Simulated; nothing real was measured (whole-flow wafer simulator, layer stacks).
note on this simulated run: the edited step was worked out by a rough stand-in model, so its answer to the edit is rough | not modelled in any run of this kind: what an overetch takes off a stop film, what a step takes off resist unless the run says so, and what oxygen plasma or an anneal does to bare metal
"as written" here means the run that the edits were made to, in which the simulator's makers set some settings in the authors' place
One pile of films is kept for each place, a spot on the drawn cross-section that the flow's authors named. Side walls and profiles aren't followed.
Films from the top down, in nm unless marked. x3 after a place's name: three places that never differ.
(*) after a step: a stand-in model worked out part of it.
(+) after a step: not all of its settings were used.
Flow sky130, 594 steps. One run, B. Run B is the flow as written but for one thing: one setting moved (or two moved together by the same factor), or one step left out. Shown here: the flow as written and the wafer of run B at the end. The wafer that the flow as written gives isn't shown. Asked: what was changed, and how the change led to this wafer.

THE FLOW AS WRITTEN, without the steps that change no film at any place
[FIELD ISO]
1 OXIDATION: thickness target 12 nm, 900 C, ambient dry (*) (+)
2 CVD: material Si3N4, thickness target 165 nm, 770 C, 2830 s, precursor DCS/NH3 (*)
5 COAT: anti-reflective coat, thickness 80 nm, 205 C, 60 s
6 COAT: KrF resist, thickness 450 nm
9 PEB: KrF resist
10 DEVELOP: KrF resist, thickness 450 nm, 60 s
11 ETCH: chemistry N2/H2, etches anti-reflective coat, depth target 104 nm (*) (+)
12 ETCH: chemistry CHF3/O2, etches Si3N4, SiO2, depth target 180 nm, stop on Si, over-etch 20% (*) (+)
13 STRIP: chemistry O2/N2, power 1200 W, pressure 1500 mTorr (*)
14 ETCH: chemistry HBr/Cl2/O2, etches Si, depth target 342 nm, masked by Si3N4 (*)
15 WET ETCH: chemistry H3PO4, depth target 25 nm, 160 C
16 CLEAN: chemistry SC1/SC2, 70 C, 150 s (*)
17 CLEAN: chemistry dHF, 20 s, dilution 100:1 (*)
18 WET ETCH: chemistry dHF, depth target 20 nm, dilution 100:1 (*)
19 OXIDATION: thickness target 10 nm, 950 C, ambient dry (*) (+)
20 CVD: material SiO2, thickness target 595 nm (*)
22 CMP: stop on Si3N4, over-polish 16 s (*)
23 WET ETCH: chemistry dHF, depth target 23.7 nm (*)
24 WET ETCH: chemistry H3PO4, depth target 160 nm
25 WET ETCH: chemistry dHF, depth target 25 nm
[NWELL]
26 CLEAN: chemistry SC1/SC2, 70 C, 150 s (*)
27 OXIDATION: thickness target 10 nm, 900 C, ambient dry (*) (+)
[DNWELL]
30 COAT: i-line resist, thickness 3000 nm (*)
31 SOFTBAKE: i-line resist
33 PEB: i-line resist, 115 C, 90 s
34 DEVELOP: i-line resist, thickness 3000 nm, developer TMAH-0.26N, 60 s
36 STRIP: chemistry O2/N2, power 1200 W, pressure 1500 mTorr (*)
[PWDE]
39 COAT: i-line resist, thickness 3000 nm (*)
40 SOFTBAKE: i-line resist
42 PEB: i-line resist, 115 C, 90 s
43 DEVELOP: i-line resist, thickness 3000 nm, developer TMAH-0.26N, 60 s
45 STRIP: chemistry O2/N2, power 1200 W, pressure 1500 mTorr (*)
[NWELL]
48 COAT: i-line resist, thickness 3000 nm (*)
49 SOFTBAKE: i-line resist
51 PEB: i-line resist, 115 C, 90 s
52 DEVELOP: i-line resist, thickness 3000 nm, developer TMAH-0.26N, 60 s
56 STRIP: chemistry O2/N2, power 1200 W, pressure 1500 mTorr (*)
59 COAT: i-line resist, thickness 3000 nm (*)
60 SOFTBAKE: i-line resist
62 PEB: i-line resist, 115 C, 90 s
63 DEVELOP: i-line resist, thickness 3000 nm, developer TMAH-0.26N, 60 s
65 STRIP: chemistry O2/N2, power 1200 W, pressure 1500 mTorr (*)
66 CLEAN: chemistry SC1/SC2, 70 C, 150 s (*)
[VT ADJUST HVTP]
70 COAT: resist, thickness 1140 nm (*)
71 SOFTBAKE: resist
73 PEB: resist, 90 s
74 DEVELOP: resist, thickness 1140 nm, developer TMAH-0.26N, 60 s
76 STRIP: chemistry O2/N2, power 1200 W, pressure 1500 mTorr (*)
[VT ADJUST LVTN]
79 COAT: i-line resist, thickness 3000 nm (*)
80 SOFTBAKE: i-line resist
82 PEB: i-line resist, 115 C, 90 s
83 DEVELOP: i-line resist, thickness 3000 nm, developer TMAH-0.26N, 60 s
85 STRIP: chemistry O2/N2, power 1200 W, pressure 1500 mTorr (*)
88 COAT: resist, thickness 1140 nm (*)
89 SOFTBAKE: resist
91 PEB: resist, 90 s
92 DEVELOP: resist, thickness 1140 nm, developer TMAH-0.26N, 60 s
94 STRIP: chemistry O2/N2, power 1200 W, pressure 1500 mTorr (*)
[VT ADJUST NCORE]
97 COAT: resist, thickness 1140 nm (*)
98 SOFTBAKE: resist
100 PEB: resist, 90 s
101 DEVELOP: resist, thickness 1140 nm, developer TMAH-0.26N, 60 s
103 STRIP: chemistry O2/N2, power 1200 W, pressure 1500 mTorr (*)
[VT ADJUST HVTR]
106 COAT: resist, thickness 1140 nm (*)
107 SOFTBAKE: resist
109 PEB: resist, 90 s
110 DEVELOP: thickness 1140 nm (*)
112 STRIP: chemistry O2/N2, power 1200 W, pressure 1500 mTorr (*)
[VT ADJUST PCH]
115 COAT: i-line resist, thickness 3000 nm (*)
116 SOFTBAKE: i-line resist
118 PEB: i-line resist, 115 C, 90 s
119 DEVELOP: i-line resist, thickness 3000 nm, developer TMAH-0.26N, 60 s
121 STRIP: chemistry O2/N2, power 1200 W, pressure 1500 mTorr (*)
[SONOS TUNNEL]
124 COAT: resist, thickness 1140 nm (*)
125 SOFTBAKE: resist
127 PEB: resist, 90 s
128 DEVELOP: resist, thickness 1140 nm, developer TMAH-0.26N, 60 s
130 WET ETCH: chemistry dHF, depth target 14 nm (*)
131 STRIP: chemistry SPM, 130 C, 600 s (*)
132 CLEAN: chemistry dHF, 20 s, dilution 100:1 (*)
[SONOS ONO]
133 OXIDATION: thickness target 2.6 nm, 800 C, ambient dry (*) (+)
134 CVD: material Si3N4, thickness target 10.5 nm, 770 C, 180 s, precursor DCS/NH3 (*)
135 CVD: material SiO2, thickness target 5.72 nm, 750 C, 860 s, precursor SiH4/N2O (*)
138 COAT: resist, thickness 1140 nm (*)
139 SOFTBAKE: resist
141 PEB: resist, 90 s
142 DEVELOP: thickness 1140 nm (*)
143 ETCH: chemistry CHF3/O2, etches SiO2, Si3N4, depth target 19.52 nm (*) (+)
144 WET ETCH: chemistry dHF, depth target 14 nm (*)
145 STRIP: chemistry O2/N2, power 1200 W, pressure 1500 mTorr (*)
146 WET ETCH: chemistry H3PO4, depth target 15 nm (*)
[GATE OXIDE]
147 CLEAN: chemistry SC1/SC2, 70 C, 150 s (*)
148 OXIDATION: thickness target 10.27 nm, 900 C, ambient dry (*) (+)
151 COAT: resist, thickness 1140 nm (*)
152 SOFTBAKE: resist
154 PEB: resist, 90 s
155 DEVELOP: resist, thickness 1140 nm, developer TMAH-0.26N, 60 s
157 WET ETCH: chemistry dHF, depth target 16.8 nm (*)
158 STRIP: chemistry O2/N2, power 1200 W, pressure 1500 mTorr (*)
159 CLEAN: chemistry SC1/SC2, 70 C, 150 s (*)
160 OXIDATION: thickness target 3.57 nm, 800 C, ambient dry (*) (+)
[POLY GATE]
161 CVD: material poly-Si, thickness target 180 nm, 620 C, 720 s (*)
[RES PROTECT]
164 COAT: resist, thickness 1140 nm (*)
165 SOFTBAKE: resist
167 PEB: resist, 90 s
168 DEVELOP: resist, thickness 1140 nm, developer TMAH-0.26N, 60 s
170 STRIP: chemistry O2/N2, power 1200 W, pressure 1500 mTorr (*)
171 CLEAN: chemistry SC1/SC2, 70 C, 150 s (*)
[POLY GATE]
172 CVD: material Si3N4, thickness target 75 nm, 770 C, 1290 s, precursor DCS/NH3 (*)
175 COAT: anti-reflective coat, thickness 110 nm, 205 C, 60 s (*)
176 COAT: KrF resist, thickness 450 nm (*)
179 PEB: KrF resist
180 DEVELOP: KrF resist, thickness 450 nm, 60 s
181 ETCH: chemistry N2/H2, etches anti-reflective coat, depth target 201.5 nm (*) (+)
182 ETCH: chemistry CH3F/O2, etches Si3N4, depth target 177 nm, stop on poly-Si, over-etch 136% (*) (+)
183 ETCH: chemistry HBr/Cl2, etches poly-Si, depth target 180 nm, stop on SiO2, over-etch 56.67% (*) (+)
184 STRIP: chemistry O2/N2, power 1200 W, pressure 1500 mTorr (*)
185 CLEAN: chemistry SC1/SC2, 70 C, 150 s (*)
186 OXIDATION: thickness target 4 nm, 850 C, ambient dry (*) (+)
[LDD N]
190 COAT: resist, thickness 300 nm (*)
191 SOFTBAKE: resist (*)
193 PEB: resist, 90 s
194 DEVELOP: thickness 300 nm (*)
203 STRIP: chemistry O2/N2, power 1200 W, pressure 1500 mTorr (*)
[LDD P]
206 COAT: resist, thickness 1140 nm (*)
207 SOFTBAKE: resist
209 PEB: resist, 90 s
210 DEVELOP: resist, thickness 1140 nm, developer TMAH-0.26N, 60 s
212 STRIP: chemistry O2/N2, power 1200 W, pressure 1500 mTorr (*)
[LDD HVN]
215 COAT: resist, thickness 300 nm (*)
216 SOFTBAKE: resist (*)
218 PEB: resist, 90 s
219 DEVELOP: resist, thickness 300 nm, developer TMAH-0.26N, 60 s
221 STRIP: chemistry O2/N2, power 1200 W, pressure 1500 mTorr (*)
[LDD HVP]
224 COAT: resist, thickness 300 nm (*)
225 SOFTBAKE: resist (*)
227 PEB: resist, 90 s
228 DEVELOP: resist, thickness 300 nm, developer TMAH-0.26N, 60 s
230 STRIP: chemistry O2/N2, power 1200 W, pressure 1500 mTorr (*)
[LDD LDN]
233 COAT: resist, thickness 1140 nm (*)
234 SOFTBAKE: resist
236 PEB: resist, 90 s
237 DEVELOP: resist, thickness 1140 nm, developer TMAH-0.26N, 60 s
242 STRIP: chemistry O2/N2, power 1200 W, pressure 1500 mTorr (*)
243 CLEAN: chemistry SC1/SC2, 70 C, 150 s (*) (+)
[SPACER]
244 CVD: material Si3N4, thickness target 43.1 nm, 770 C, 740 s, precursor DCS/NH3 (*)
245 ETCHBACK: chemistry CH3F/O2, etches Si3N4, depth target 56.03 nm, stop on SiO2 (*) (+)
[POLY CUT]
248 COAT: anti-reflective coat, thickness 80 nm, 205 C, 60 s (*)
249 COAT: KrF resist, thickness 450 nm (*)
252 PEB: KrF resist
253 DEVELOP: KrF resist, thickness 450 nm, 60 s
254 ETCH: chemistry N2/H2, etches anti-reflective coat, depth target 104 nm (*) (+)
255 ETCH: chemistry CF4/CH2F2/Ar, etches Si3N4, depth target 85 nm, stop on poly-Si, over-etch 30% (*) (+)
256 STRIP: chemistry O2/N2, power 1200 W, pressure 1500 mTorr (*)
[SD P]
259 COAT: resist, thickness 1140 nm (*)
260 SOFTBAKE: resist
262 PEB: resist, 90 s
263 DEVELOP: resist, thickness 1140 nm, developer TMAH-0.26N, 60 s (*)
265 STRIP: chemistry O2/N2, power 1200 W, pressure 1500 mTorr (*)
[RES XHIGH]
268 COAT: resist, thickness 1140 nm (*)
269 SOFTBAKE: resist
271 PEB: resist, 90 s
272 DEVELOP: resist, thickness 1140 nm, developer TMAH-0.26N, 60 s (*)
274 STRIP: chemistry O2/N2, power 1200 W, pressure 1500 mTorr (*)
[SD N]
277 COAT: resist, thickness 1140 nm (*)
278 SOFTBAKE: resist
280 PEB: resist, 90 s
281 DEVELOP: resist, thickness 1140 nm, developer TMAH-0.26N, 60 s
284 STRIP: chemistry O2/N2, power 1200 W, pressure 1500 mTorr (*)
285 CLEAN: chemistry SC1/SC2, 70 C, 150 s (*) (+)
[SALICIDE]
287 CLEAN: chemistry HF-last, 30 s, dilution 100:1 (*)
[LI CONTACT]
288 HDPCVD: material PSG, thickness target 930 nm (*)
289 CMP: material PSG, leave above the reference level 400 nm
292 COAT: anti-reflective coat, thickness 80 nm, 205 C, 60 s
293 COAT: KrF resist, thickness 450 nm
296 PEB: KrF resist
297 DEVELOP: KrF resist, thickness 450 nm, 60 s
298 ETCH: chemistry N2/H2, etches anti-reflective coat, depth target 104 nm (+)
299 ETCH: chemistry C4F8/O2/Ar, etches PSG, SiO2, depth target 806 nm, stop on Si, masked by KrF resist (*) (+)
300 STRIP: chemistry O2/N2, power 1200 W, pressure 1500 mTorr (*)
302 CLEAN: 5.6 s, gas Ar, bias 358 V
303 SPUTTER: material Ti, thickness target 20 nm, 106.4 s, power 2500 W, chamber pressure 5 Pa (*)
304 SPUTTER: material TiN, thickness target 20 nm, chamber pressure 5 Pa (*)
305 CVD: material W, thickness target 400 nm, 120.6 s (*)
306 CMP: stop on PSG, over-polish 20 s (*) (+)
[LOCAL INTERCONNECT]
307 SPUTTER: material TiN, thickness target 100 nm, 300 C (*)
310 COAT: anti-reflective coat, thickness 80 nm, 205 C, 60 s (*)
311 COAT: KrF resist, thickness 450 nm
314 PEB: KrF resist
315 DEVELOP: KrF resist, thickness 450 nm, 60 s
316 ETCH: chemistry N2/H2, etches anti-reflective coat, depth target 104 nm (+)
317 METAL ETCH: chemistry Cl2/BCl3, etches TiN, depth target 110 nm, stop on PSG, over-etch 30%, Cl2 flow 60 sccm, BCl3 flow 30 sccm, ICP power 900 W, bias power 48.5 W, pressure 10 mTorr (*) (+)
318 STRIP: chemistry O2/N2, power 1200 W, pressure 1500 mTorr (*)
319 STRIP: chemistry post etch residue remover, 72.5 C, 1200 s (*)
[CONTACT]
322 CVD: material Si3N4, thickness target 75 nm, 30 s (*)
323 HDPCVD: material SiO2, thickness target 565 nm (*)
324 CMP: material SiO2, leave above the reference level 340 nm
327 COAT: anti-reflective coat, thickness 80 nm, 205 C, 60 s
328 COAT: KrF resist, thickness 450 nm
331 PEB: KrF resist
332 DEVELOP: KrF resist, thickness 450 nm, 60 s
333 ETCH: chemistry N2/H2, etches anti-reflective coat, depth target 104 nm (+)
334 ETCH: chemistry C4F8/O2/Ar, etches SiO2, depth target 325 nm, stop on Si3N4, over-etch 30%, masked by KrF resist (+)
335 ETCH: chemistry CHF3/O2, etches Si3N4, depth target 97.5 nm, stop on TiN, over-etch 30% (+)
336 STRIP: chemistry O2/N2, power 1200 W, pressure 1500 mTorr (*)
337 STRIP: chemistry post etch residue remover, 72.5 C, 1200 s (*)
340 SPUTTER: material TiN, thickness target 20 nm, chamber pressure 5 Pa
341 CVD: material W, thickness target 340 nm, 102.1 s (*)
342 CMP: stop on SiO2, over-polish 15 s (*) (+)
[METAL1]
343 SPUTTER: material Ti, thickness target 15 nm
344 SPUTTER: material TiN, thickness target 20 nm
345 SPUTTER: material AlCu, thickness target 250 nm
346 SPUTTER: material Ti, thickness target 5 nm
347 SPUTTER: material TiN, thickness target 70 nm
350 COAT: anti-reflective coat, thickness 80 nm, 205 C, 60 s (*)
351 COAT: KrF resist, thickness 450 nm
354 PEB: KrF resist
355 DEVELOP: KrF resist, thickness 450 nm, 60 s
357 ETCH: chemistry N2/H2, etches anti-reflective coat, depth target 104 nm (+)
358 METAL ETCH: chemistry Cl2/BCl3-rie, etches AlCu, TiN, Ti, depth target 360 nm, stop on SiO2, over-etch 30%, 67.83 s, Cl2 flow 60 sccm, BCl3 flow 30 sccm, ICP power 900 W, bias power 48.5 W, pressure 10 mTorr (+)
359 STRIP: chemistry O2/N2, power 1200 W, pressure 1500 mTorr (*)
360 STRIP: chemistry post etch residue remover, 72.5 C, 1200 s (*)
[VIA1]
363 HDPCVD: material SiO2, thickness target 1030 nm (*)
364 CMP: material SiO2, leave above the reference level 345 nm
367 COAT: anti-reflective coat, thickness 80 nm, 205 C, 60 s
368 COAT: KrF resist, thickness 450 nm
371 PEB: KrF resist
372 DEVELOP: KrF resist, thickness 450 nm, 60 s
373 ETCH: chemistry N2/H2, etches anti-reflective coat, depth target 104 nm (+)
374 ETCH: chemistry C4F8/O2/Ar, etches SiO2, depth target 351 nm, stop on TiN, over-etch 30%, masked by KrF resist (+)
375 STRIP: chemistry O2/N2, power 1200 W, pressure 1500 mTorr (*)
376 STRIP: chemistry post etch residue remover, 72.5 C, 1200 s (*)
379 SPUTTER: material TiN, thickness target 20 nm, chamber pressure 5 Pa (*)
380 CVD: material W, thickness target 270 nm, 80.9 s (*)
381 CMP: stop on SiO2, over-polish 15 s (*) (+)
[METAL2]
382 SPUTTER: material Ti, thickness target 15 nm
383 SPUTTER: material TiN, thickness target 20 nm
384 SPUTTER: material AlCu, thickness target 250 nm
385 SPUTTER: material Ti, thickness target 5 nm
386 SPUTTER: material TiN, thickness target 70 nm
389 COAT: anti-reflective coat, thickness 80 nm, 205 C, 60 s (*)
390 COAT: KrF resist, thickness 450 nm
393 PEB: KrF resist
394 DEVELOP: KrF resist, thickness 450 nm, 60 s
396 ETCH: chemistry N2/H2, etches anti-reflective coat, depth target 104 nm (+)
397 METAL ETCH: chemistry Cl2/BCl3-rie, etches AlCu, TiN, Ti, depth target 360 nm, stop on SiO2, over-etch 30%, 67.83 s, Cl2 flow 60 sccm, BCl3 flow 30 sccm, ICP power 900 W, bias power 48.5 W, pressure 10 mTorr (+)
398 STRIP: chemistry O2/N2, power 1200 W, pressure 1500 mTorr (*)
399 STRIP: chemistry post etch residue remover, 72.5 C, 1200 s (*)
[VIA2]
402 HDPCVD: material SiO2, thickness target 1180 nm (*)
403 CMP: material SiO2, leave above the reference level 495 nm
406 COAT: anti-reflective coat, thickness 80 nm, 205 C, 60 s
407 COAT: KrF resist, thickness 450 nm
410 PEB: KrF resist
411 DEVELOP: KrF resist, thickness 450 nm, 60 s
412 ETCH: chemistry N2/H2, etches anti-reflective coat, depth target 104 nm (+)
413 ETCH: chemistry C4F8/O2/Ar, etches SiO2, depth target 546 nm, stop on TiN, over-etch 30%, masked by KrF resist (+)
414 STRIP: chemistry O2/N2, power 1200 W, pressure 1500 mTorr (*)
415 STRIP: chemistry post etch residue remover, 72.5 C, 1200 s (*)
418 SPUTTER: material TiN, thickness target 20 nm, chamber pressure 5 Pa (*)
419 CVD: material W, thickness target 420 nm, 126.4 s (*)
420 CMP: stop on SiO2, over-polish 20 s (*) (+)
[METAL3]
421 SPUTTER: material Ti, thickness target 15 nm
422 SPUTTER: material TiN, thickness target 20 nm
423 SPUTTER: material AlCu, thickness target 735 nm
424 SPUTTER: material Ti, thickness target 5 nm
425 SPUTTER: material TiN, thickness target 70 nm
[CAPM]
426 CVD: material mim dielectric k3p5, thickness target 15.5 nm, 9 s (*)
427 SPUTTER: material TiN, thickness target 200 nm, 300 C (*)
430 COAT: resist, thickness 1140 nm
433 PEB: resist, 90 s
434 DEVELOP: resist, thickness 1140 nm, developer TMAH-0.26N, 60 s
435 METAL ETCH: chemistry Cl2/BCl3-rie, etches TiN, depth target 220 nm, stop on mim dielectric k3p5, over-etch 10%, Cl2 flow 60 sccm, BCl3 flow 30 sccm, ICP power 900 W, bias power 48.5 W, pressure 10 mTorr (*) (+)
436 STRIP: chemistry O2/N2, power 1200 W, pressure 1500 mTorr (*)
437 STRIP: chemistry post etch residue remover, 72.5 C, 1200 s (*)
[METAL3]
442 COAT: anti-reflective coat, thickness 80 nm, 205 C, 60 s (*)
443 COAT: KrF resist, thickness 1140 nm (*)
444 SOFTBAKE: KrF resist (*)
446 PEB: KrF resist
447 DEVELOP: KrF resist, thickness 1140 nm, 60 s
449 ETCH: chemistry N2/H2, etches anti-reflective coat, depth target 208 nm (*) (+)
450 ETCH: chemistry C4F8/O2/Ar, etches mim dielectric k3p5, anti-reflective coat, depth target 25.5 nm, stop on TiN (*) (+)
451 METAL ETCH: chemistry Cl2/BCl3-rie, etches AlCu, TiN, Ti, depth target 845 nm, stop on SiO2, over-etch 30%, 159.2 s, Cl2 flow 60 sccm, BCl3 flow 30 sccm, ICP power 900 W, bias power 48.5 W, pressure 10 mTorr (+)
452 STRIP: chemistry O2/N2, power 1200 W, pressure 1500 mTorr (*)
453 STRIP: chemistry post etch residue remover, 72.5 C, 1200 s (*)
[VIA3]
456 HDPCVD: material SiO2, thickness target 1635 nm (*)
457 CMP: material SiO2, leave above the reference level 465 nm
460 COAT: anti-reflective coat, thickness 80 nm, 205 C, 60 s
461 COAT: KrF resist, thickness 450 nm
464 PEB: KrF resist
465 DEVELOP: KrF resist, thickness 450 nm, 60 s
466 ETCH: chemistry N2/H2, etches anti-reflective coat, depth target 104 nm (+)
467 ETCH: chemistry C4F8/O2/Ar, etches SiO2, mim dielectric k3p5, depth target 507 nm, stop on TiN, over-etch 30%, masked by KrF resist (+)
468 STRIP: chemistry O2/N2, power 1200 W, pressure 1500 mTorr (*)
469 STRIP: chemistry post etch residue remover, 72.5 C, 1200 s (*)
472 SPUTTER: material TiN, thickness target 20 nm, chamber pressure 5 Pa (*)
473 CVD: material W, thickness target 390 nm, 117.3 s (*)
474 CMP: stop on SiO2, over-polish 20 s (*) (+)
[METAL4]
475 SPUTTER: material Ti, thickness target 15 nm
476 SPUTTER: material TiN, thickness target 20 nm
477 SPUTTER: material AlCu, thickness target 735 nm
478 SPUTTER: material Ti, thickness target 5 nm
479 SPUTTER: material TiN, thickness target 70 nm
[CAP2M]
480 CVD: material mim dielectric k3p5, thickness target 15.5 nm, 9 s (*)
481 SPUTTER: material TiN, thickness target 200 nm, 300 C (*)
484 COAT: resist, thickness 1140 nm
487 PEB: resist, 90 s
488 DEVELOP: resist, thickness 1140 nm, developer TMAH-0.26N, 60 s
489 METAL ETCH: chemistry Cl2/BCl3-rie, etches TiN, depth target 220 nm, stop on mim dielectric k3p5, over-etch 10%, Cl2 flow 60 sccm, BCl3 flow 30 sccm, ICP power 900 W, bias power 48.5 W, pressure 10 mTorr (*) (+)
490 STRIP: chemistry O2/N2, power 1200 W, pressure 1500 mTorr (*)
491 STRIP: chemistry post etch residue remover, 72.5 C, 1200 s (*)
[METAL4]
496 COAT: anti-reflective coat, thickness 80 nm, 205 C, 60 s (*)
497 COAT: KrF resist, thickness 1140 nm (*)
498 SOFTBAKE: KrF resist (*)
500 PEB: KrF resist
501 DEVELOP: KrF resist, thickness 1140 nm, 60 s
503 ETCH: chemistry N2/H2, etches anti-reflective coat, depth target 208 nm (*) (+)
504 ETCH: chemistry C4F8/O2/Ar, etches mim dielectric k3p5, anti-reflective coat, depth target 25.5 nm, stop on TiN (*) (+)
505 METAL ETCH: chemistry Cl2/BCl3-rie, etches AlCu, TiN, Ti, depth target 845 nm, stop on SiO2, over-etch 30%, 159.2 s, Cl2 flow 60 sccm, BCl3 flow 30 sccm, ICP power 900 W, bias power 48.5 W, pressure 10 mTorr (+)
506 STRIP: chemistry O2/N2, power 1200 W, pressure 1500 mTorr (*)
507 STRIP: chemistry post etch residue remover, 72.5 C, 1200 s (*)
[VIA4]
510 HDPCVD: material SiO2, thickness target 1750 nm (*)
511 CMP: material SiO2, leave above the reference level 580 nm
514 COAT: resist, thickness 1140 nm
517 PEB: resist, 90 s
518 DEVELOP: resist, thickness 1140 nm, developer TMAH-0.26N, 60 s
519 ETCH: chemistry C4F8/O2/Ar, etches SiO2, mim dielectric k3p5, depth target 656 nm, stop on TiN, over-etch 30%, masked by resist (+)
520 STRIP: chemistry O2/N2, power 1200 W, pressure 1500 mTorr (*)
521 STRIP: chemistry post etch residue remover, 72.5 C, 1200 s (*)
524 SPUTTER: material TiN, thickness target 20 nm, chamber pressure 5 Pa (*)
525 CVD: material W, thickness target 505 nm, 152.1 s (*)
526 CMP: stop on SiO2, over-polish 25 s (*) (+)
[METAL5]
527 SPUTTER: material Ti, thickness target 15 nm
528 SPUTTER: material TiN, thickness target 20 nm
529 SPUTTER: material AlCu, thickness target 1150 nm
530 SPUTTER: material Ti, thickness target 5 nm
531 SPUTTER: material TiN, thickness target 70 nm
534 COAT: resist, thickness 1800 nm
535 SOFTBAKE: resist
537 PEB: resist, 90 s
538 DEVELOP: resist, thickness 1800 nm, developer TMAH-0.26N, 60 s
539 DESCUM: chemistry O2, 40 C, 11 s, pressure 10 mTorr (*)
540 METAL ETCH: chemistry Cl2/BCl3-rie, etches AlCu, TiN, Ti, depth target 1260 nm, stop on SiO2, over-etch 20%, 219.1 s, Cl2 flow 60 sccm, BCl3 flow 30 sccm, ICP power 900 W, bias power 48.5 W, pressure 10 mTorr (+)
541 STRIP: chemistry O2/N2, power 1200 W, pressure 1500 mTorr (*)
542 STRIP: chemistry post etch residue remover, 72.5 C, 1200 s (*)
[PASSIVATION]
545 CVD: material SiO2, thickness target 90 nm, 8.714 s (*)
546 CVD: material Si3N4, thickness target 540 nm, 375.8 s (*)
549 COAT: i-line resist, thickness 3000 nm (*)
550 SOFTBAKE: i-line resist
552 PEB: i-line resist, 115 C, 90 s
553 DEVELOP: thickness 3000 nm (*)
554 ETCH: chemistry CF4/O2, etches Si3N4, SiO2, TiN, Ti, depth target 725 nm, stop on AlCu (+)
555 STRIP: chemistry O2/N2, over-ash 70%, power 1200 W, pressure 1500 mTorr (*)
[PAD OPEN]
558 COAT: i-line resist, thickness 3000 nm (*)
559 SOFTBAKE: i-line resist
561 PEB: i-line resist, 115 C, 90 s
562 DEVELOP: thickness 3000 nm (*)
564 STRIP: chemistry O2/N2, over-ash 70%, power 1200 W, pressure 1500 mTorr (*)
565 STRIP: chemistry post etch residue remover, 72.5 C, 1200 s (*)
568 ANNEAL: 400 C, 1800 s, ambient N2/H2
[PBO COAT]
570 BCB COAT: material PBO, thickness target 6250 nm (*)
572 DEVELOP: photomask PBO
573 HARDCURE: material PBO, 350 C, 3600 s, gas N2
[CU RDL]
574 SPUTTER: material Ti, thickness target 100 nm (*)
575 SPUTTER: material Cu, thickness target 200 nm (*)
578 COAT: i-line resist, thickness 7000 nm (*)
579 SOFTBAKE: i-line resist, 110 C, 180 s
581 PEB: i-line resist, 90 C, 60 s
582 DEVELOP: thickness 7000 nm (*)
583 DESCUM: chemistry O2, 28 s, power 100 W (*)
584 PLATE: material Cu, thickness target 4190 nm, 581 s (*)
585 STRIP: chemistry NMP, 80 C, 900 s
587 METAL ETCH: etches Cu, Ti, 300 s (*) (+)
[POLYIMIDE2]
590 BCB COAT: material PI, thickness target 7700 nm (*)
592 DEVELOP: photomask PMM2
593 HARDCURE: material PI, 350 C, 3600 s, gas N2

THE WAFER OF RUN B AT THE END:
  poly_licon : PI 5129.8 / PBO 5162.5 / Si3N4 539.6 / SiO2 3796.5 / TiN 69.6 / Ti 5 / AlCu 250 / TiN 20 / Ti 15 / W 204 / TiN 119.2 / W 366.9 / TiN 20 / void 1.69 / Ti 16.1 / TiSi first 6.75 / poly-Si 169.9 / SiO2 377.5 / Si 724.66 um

The cause: step 341, CVD: thickness target 204 nm was run, where the flow has thickness target 340 nm.

How the change led to this, step by step:
  341 CVD: material W, thickness target 340 nm, 102.1 s (*)
      field, active, n_well and 185 more: W +204 (new film) (as written it would be: W +340 (new film))
      ndiff_licon, ndiff_licon_cpp, rpo_hd_licon: W +554.5 (new film) (as written it would be: W +690.5 (new film))
  342 CMP: stop on SiO2, over-polish 15 s (*) (+)
      poly_licon: nothing (as written it would be: W -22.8)
      field, active, n_well and 184 more: W -204 (all of it), TiN -20 (all of it), SiO2 -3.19 (as written it would be: W -340 (all of it), TiN -20 (all of it), SiO2 -3.19)
      (and at 3 more places)
  350 COAT: anti-reflective coat, thickness 80 nm, 205 C, 60 s (*)
      poly_licon: anti-reflective coat +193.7 (new film) (as written it would be: anti-reflective coat +80.4 (new film))
  359 STRIP: chemistry O2/N2, power 1200 W, pressure 1500 mTorr (*)
      poly_licon: KrF resist -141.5 (all of it), anti-reflective coat -193.7 (all of it) (as written it would be: KrF resist -141.5 (all of it), anti-reflective coat -80.4 (all of it))
  364 CMP: material SiO2, leave above the reference level 345 nm
      poly_licon: SiO2 -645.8 (as written it would be: SiO2 -759)
